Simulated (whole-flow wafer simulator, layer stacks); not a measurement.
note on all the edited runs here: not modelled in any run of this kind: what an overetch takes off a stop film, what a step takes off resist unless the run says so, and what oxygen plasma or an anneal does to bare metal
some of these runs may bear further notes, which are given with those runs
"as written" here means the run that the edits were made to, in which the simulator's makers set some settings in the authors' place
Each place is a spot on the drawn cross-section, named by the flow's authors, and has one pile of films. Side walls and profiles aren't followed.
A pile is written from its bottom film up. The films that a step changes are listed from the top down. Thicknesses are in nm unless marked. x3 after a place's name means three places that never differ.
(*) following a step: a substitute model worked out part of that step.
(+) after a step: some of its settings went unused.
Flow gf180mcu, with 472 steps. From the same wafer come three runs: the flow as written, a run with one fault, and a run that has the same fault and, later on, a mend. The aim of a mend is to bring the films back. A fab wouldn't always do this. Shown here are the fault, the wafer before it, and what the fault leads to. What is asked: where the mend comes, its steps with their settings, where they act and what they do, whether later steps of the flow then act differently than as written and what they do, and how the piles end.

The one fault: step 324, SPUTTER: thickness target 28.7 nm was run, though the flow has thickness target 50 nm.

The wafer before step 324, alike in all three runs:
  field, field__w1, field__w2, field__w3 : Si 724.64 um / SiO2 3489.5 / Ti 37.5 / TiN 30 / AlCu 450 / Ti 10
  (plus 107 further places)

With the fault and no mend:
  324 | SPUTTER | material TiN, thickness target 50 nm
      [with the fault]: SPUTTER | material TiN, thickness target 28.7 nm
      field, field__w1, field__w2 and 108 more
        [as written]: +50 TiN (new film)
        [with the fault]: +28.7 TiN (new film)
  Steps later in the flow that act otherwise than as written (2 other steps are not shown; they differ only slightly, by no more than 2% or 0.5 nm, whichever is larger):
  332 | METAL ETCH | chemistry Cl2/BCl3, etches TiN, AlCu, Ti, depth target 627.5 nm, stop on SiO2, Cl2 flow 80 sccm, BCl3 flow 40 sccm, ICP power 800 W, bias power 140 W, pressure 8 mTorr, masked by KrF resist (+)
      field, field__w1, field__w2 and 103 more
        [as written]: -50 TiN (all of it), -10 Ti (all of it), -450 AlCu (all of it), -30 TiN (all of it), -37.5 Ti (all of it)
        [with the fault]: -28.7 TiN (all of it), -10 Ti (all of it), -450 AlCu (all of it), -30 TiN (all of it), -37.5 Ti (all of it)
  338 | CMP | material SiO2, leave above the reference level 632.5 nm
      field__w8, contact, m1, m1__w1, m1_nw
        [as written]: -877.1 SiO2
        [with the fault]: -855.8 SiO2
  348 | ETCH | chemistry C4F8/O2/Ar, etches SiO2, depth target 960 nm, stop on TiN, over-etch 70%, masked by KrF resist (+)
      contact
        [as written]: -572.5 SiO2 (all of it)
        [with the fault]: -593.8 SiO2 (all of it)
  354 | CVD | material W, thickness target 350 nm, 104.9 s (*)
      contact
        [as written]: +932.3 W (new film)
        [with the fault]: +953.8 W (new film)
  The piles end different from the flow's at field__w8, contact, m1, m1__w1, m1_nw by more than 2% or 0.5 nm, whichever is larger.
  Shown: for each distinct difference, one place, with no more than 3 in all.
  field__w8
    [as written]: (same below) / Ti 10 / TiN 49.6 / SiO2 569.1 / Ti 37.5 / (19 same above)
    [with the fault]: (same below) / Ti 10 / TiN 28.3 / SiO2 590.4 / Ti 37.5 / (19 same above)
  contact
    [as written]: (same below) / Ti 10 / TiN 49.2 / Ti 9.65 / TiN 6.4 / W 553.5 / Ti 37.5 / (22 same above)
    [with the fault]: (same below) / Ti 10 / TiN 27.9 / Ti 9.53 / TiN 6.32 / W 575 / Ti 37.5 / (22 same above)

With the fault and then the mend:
  The mend stands after step 331.
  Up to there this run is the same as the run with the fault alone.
  331a | STRIP | chemistry O2/N2, power 2160 W, pressure 1700 mTorr (*)
      field__w8, contact, m1, m1__w1, m1_nw
        -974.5 KrF resist (all of it)
  331b | SPUTTER | material TiN, thickness target 21.3 nm (the flow's step 324 again, with other settings)
      field, field__w1, field__w2 and 108 more
        +21.3 TiN
  331c | HMDS | 120 C, 60 s (the flow's step 326 again)
      alters no film at any place that is followed
  331d | COAT | KrF resist, thickness 1000 nm (the flow's step 327 again)
      field, field__w1, field__w2 and 108 more
        +1000 KrF resist (new film)
  331e | SOFTBAKE | KrF resist (the flow's step 328 again)
      alters no film at any place that is followed
  331f | EXPOSE | photomask Metal3 (the flow's step 329 again)
      alters no film at any place that is followed
  331g | PEB | KrF resist, 135 C, 90 s (the flow's step 330 again)
      field, field__w1, field__w2 and 108 more
        -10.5 KrF resist
  331h | DEVELOP | thickness 1000 nm, 60 s (the flow's step 331 again)
      field, field__w1, field__w2 and 103 more
        -989.5 KrF resist (all of it)
      field__w8, contact, m1, m1__w1, m1_nw
        -14.9 KrF resist
  Later steps of the flow that are run all act as written at every place that is followed.
  By the end, the piles equal the flow's at every place that both follow.
